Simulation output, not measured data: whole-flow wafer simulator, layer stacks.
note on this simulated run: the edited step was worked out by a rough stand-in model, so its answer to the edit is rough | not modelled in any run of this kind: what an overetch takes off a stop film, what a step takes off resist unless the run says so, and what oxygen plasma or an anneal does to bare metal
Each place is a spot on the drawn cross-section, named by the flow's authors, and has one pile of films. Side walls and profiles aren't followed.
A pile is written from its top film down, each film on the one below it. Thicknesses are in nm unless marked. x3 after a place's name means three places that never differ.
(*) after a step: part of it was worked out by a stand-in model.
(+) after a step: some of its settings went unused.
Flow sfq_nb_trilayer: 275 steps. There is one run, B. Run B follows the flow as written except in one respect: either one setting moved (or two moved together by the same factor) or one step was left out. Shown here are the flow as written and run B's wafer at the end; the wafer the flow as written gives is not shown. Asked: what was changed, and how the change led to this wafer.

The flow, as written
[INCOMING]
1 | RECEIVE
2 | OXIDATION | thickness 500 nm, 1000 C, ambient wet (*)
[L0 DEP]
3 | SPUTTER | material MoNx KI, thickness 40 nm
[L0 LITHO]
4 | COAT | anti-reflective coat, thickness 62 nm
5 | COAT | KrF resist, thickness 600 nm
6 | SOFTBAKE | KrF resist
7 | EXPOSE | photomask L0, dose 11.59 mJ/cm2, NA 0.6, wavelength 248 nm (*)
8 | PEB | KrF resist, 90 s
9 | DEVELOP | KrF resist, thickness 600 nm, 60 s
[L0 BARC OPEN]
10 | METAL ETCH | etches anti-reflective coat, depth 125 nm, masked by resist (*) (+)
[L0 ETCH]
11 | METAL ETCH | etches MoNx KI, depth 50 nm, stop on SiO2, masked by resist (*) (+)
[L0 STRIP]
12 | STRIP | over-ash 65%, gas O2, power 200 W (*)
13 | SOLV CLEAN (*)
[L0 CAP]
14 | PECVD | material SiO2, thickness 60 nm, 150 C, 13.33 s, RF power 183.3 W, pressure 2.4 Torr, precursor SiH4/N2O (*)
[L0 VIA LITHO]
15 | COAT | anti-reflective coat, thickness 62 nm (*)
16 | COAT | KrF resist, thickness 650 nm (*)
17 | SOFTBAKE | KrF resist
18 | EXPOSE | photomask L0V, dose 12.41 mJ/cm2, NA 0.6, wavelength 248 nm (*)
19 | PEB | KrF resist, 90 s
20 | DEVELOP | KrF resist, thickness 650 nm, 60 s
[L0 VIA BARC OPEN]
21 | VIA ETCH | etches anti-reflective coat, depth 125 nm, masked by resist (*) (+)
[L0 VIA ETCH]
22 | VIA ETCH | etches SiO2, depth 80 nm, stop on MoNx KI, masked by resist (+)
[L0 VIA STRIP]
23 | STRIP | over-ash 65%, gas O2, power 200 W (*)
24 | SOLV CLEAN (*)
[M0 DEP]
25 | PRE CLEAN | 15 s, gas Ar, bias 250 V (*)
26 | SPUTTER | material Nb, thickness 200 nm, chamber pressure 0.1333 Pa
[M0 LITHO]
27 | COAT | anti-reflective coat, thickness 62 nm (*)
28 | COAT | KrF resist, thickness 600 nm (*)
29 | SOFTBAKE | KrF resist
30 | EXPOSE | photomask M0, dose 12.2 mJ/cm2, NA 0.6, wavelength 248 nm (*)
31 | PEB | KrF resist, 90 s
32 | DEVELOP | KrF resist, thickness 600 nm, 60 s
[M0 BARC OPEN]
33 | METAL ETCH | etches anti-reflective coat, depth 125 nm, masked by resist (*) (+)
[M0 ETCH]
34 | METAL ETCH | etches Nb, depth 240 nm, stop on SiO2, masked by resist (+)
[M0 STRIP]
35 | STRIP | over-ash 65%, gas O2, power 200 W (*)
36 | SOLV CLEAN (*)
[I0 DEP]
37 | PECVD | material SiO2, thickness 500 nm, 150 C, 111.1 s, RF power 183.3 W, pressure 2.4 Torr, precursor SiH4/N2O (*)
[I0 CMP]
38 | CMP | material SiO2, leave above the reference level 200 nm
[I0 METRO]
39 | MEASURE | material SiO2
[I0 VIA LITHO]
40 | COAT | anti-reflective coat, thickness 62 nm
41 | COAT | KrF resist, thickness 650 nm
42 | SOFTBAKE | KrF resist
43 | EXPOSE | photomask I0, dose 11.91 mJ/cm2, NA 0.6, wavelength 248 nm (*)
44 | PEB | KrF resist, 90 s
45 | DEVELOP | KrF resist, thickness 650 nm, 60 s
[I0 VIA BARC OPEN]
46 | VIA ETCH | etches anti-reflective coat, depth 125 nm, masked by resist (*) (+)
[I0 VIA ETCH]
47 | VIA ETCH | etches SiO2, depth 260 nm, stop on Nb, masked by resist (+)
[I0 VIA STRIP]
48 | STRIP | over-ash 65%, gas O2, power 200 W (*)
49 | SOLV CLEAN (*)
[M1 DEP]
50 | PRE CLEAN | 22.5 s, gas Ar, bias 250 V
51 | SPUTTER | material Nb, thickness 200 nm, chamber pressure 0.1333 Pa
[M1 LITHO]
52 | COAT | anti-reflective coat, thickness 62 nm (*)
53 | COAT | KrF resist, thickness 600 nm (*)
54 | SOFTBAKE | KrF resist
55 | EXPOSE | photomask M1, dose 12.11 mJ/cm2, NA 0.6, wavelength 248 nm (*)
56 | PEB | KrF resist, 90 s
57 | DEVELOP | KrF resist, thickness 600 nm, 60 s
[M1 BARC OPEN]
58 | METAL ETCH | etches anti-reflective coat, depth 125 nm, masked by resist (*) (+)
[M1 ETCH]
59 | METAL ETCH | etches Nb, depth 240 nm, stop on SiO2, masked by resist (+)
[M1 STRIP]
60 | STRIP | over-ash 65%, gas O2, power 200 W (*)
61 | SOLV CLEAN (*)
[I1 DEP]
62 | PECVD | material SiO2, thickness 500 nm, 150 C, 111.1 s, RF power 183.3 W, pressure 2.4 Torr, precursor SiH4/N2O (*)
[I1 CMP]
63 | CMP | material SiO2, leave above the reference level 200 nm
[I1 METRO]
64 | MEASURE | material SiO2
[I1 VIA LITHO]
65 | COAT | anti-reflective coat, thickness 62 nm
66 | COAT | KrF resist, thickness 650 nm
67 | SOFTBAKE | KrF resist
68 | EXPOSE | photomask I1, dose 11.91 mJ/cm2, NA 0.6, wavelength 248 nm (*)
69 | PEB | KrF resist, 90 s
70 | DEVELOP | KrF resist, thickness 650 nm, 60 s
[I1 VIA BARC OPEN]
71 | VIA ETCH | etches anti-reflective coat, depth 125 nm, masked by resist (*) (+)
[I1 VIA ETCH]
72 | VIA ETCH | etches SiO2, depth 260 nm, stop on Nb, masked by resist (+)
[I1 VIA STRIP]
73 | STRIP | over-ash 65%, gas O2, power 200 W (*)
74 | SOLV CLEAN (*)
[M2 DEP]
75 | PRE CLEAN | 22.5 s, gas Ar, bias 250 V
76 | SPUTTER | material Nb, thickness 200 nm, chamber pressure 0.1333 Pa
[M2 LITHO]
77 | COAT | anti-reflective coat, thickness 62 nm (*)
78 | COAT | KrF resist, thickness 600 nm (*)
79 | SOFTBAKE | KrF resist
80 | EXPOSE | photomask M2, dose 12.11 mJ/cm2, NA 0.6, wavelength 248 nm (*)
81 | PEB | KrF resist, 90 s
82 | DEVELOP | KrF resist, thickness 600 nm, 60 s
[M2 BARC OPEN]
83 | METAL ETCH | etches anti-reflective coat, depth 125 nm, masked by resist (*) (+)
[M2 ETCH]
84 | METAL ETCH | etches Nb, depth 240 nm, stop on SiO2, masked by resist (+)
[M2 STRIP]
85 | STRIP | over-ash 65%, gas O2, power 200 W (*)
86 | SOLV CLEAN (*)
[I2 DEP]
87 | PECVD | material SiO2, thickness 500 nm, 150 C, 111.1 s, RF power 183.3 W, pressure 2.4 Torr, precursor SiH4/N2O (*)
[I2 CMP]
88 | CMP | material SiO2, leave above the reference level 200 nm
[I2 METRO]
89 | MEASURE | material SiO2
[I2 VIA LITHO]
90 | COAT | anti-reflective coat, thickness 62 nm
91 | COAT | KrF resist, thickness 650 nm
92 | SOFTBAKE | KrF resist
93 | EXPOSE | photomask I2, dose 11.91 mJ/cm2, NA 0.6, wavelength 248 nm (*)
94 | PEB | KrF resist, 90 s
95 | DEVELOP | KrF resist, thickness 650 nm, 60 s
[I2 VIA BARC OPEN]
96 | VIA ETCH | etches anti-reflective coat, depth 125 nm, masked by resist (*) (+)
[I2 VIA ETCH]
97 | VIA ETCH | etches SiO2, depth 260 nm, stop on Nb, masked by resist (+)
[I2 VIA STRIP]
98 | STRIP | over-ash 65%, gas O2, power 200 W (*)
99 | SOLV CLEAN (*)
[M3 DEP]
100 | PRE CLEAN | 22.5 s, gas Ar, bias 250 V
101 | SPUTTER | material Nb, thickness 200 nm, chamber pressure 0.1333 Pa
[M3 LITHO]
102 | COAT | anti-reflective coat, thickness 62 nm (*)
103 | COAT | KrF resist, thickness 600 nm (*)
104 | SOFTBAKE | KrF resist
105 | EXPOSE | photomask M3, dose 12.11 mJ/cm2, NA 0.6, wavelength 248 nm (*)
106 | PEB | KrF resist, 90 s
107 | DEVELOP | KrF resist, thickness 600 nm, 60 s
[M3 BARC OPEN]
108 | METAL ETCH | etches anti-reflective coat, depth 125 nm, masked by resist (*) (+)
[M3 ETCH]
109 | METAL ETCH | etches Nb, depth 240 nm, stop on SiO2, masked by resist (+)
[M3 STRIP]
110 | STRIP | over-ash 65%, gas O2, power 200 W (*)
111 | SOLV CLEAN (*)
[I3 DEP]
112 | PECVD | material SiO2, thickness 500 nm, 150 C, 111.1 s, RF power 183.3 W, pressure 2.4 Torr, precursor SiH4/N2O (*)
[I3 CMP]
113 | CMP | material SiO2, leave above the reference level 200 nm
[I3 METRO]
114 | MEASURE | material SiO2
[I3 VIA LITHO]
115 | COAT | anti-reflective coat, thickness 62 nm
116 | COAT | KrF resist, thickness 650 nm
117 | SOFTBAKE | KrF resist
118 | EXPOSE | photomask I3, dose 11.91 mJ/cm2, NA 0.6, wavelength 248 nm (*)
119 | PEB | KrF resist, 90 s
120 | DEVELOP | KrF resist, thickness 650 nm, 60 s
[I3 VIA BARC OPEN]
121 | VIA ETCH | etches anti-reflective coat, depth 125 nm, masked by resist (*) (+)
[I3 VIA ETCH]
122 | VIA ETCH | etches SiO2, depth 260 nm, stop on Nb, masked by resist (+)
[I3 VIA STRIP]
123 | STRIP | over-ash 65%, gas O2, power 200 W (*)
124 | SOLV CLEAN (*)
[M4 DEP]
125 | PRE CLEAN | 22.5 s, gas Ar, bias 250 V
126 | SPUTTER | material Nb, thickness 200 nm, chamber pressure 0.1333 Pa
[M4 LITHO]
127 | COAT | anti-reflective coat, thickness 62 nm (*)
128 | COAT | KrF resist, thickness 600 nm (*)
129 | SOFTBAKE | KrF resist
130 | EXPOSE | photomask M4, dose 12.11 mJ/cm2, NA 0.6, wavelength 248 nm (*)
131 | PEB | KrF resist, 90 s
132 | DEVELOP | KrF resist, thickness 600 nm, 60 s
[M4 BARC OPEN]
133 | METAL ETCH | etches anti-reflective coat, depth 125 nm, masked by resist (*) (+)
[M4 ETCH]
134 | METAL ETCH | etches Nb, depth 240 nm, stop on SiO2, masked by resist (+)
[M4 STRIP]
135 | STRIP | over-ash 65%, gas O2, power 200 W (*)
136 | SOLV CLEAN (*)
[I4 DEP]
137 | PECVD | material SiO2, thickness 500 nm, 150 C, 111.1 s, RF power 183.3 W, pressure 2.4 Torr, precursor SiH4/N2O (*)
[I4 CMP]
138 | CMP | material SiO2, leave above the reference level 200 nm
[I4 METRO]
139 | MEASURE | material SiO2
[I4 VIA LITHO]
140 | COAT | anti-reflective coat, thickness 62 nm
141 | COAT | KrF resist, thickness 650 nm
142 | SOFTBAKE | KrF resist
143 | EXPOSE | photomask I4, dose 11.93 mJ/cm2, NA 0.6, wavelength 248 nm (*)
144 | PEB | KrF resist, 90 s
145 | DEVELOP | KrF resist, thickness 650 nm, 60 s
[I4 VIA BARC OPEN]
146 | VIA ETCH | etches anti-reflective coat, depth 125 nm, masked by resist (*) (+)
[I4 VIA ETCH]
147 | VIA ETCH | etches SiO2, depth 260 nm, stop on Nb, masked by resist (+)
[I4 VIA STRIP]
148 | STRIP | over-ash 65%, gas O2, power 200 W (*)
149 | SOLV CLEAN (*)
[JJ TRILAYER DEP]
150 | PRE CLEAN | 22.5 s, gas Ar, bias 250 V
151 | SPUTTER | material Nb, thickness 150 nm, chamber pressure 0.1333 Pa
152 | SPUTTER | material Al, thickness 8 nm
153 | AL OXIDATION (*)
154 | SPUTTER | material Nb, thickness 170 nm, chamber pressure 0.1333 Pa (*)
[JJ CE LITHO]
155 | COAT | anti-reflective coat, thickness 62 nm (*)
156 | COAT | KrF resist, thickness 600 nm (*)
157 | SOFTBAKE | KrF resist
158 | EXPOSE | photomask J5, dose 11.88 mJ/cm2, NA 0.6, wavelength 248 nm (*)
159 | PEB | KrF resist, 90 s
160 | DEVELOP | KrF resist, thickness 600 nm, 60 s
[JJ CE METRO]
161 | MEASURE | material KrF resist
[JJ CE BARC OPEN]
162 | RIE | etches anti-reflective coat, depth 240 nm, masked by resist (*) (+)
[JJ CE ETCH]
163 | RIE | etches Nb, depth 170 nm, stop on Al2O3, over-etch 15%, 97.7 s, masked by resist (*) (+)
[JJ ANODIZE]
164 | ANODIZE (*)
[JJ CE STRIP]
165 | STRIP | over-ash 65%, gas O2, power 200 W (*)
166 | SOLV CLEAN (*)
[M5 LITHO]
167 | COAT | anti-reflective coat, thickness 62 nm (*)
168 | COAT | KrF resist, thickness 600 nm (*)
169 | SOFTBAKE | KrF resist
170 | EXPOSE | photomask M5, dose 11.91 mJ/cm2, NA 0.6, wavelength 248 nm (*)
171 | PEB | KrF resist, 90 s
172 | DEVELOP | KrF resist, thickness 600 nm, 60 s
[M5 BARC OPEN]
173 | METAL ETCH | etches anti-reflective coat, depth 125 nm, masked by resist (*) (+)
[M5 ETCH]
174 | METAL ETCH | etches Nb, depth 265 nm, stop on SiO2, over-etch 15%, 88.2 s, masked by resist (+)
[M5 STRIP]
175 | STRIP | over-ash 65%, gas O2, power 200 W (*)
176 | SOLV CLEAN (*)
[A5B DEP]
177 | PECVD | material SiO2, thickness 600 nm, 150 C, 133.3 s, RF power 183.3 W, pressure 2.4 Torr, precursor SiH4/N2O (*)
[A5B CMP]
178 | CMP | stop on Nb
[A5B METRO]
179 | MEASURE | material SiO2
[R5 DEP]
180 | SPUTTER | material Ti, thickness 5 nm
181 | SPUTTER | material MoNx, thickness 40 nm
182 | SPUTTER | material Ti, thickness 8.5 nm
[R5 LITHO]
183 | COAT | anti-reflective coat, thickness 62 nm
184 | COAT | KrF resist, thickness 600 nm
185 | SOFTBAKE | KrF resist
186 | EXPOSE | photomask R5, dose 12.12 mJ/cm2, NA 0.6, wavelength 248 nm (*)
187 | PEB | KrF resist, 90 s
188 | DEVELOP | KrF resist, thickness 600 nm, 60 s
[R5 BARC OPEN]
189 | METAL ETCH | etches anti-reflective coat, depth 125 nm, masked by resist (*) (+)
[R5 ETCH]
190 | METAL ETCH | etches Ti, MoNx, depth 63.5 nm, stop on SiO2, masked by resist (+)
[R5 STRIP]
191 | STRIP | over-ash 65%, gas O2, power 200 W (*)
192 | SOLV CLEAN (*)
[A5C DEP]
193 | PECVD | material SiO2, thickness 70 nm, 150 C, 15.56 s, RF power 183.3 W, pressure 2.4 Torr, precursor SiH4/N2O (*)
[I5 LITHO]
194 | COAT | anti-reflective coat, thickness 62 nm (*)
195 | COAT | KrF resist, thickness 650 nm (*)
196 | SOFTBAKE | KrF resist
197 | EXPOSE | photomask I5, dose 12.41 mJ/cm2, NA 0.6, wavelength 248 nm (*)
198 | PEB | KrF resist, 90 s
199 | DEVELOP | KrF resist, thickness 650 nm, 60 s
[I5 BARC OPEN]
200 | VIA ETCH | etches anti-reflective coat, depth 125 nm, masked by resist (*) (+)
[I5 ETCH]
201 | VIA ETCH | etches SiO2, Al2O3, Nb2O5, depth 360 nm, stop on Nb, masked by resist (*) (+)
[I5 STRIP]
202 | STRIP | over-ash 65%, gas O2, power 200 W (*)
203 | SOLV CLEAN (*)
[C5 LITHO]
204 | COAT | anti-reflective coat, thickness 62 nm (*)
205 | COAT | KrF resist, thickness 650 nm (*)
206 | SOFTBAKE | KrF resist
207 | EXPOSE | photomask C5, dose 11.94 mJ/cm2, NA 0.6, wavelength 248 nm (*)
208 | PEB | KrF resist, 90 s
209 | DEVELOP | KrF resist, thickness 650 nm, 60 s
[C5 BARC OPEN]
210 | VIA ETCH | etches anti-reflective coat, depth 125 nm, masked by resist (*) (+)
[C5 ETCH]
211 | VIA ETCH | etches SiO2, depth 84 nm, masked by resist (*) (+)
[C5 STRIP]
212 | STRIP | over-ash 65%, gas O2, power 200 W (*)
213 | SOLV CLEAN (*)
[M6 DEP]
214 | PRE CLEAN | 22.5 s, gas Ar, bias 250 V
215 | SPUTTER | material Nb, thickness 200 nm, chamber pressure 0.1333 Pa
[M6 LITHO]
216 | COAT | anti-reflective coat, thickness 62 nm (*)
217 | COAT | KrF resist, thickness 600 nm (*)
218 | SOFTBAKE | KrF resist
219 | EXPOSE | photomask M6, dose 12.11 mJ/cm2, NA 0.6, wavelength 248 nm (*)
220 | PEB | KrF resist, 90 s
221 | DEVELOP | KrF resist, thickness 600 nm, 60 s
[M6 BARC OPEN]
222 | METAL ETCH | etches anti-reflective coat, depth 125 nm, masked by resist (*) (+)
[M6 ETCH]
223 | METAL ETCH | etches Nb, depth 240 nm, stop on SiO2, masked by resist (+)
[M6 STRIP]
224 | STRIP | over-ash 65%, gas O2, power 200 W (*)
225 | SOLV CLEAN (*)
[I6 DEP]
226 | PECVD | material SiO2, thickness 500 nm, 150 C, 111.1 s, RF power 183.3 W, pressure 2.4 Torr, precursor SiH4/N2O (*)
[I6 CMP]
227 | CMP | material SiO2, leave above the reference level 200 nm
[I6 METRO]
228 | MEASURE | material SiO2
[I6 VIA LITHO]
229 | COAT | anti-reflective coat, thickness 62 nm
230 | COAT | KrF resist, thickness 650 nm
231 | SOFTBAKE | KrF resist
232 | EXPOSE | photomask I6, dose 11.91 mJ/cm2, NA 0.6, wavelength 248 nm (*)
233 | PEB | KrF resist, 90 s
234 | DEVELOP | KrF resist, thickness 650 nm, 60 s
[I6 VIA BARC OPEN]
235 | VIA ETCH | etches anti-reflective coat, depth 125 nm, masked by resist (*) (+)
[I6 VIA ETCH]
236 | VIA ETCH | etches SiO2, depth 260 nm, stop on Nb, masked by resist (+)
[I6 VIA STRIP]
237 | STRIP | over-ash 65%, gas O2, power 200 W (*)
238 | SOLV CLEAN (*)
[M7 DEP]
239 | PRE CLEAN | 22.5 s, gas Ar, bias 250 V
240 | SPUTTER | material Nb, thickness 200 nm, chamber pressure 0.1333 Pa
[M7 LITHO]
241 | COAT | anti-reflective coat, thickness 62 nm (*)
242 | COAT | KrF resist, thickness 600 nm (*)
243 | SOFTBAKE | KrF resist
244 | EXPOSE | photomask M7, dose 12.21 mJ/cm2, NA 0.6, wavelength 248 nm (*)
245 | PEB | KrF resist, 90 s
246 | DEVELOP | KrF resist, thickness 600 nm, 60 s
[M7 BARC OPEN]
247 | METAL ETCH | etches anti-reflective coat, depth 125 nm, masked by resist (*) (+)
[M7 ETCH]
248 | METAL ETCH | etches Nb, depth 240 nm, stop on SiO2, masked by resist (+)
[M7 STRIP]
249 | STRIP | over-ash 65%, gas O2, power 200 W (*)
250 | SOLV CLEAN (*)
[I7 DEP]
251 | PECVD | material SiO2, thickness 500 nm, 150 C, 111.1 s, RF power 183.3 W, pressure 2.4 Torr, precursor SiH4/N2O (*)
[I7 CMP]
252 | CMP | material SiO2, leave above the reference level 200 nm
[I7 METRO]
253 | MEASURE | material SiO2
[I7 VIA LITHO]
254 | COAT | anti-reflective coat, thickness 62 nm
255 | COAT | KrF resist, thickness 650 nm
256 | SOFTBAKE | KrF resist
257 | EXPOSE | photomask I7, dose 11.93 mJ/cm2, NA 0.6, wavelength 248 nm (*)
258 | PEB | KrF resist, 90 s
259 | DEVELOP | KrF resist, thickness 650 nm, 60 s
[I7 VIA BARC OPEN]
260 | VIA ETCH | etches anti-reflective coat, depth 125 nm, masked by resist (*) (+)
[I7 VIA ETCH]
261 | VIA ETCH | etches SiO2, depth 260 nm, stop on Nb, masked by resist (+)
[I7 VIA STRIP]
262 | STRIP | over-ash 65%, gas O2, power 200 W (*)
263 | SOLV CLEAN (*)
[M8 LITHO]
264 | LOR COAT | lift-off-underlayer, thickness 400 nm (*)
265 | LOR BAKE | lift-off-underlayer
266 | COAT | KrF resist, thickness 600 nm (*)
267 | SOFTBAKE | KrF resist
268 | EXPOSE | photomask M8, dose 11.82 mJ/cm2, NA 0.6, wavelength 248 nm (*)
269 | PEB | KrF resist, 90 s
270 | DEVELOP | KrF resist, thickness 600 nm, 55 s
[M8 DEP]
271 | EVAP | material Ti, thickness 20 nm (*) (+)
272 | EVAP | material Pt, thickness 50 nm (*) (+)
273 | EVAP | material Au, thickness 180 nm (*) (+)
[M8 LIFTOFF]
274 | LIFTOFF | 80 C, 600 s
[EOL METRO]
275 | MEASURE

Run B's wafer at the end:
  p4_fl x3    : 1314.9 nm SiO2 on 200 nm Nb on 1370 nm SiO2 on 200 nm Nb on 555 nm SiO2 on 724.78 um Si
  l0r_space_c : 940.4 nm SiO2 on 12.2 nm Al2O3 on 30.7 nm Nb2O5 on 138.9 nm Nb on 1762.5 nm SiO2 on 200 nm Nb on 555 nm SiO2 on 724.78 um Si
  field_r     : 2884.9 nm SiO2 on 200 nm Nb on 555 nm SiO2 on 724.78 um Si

What caused this: step 154, SPUTTER: thickness 109 nm was run, while the flow as written has thickness 170 nm.

Step by step, how the change led to this:
  154 | SPUTTER | material Nb, thickness 170 nm, chamber pressure 0.1333 Pa (*)
      field_l, v_sur, via_sp and 100 more: Nb gains 109 (new film) (as written it would have been: Nb gains 170 (new film))
      via_wl, via_wr: Nb gains 90 (new film) (as written it would have been: Nb gains 140.7 (new film))
      (and at 1 other place as well)
  155 | COAT | anti-reflective coat, thickness 62 nm (*)
      via_wl, via_wr: anti-reflective coat gains 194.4 (new film) (as written it would have been: anti-reflective coat gains 209.4 (new film))
      via_w: anti-reflective coat gains 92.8 (new film) (as written it would have been: anti-reflective coat gains 97.4 (new film))
  162 | RIE | etches anti-reflective coat, depth 240 nm, masked by resist (*) (+)
      ce_l, c5j, ce_r, wl_jj: KrF resist loses 194.4 (as written it would have been: KrF resist loses 209.4)
      via_wl, via_wr: anti-reflective coat loses 194.4 (all of it) (as written it would have been: anti-reflective coat loses 209.4 (all of it))
      (and at 1 other place as well)
  163 | RIE | etches Nb, depth 170 nm, stop on Al2O3, over-etch 15%, 97.7 s, masked by resist (*) (+)
      field_l, v_sur, via_sp and 96 more: Nb loses 109 (all of it), Al2O3 loses 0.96 (all of it) (as written it would have been: Nb loses 170 (all of it), Al2O3 loses 0.51)
      via_wl, via_wr: Nb loses 90 (all of it), Al2O3 loses 0.96 (all of it) (as written it would have been: Nb loses 140.7 (all of it), Al2O3 loses 0.96 (all of it))
      (and at 1 other place as well)
  164 | ANODIZE (*)
      field_l, v_sur, via_sp and 96 more: Al2O3 gains 12.2 (new film), Nb2O5 gains 30.7 (new film), Al loses 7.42 (all of it), Nb loses 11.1 (as written it would have been: Al2O3 gains 12.2, Nb2O5 gains 29.9 (new film), Al loses 7.42 (all of it), Nb loses 10.8)
  165 | STRIP | over-ash 65%, gas O2, power 200 W (*)
      ce_l: KrF resist loses 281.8 (all of it), anti-reflective coat loses 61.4 (all of it) (as written it would have been: KrF resist loses 266.8 (all of it), anti-reflective coat loses 61.4 (all of it))
      c5j: KrF resist loses 281.9 (all of it), anti-reflective coat loses 61.5 (all of it) (as written it would have been: KrF resist loses 266.9 (all of it), anti-reflective coat loses 61.5 (all of it))
      (and at 2 other places as well)
  167 | COAT | anti-reflective coat, thickness 62 nm (*)
      wl_j_sl, wl_j_sr: anti-reflective coat gains 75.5 (new film) (as written it would have been: anti-reflective coat gains 83.3 (new film))
      gap: anti-reflective coat gains 60.7 (new film) (as written it would have been: anti-reflective coat gains 58.9 (new film))
      (and at 8 other places as well)
  168 | COAT | KrF resist, thickness 600 nm (*)
      ce_l: KrF resist gains 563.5 (new film) (as written it would have been: KrF resist gains 528.3 (new film))
      c5j: KrF resist gains 546.5 (new film) (as written it would have been: KrF resist gains 507.6 (new film))
      (and at 2 other places as well)
  173 | METAL ETCH | etches anti-reflective coat, depth 125 nm, masked by resist (*) (+)
      wl_a_sl: anti-reflective coat loses 61.4 (all of it) (as written it would have been: anti-reflective coat loses 59.7 (all of it), Al2O3 loses 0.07)
  174 | METAL ETCH | etches Nb, depth 265 nm, stop on SiO2, over-etch 15%, 88.2 s, masked by resist (+)
      field_l, r_sur, res and 50 more: Al2O3 loses 12.2 (all of it), Nb2O5 loses 30.7 (all of it), Nb loses 138.9 (all of it), SiO2 loses 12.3 (as written it would have been: Al2O3 loses 12.6 (all of it), Nb2O5 loses 29.9 (all of it), Nb loses 139.2 (all of it), SiO2 loses 12.3)
  175 | STRIP | over-ash 65%, gas O2, power 200 W (*)
      gap: KrF resist loses 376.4 (all of it), anti-reflective coat loses 60.7 (all of it) (as written it would have been: KrF resist loses 383.4 (all of it), anti-reflective coat loses 58.9 (all of it))
      jj_sur: KrF resist loses 370.6 (all of it), anti-reflective coat loses 74.7 (all of it) (as written it would have been: KrF resist loses 374.7 (all of it), anti-reflective coat loses 82.6 (all of it))
      (and at 8 other places as well)
  178 | CMP | stop on Nb
      v_sur, via_sp, via_v and 43 more: SiO2 loses 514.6 (as written it would have been: SiO2 loses 453.5)
      field_l, p4_fl x3, p4_w1 x9 and 29 more: SiO2 loses 320.3 (as written it would have been: SiO2 loses 259.3)
      (and at 14 other places as well)
  201 | VIA ETCH | etches SiO2, Al2O3, Nb2O5, depth 360 nm, stop on Nb, masked by resist (*) (+)
      be: SiO2 loses 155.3 (all of it), Al2O3 loses 12.2 (all of it), Nb2O5 loses 30.7 (all of it) (as written it would have been: SiO2 loses 216.4 (all of it), Al2O3 loses 12.7 (all of it), Nb2O5 loses 29.9 (all of it))
  204 | COAT | anti-reflective coat, thickness 62 nm (*)
      wire: anti-reflective coat gains 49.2 (new film) (as written it would have been: anti-reflective coat gains 47.4 (new film))
      be: anti-reflective coat gains 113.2 (new film) (as written it would have been: anti-reflective coat gains 122.2 (new film))
      (and at 1 other place as well)
  205 | COAT | KrF resist, thickness 650 nm (*)
      be: KrF resist gains 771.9 (new film) (as written it would have been: KrF resist gains 815.3 (new film))
  212 | STRIP | over-ash 65%, gas O2, power 200 W (*)
      wire: KrF resist loses 559.2 (all of it), anti-reflective coat loses 49.2 (all of it) (as written it would have been: KrF resist loses 555.8 (all of it), anti-reflective coat loses 47.4 (all of it))
      be: KrF resist loses 684.8 (all of it), anti-reflective coat loses 113.2 (all of it) (as written it would have been: KrF resist loses 728.2 (all of it), anti-reflective coat loses 122.2 (all of it))
      (and at 1 other place as well)
  ... 4 other steps ...
  226 | PECVD | material SiO2, thickness 500 nm, 150 C, 111.1 s, RF power 183.3 W, pressure 2.4 Torr, precursor SiH4/N2O (*)
      be: SiO2 gains 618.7 (new film) (as written it would have been: SiO2 gains 693.5 (new film))
